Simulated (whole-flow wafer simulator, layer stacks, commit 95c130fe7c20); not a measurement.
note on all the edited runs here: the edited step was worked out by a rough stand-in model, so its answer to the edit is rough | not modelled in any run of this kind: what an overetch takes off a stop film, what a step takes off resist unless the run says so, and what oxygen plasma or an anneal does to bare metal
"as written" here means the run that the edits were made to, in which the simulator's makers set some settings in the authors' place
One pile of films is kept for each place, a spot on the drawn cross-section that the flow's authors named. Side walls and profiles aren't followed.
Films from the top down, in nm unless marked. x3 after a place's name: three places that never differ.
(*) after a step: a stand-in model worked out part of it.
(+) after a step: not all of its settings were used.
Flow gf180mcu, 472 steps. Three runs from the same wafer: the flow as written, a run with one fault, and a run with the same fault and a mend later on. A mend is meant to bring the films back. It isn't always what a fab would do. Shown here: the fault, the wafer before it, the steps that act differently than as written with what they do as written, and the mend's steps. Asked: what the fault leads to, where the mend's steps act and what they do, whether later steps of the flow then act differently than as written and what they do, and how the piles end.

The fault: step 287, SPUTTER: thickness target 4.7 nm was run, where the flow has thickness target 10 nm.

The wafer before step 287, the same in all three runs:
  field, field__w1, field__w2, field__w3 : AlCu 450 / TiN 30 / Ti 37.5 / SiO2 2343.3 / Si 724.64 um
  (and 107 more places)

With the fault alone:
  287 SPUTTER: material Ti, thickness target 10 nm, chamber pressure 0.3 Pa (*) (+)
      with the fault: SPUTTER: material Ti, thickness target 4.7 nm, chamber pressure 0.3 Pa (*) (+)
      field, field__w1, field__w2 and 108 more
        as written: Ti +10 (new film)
        with the fault: Ti +4.7 (new film)
  Later steps of the flow that act differently than as written (5 more steps differ only slightly, by at most 2% or 0.5 nm, whichever is larger, and aren't shown):
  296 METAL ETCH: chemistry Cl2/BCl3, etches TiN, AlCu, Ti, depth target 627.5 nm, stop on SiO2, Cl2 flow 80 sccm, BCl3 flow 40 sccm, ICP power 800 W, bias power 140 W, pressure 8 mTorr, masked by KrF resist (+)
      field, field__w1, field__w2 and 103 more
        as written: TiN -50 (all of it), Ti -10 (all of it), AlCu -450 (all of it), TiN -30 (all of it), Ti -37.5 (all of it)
        with the fault: TiN -50 (all of it), Ti -4.7 (all of it), AlCu -450 (all of it), TiN -30 (all of it), Ti -37.5 (all of it)
  At the end the piles differ from the flow's by more than 2% or 0.5 nm, whichever is larger, at field__w8, contact, m1, m1__w1, m1_nw.
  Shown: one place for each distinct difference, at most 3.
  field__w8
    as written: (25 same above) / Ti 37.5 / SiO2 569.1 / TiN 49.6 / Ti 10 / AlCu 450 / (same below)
    with the fault: (25 same above) / Ti 37.5 / SiO2 574.4 / TiN 49.6 / Ti 4.7 / AlCu 450 / (same below)
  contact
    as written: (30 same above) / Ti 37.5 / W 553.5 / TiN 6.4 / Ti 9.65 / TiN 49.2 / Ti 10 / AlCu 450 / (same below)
    with the fault: (30 same above) / Ti 37.5 / W 558.8 / TiN 6.38 / Ti 9.62 / TiN 49.2 / Ti 4.7 / AlCu 450 / (same below)

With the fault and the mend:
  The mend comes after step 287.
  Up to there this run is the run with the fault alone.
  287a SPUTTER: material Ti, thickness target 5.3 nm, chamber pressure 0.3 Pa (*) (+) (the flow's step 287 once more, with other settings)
      field, field__w1, field__w2 and 108 more
        Ti +5.3
  No later step of the flow acts differently than as written at any place that is followed.
  At the end the piles are the same as the flow's at every place that both follow.
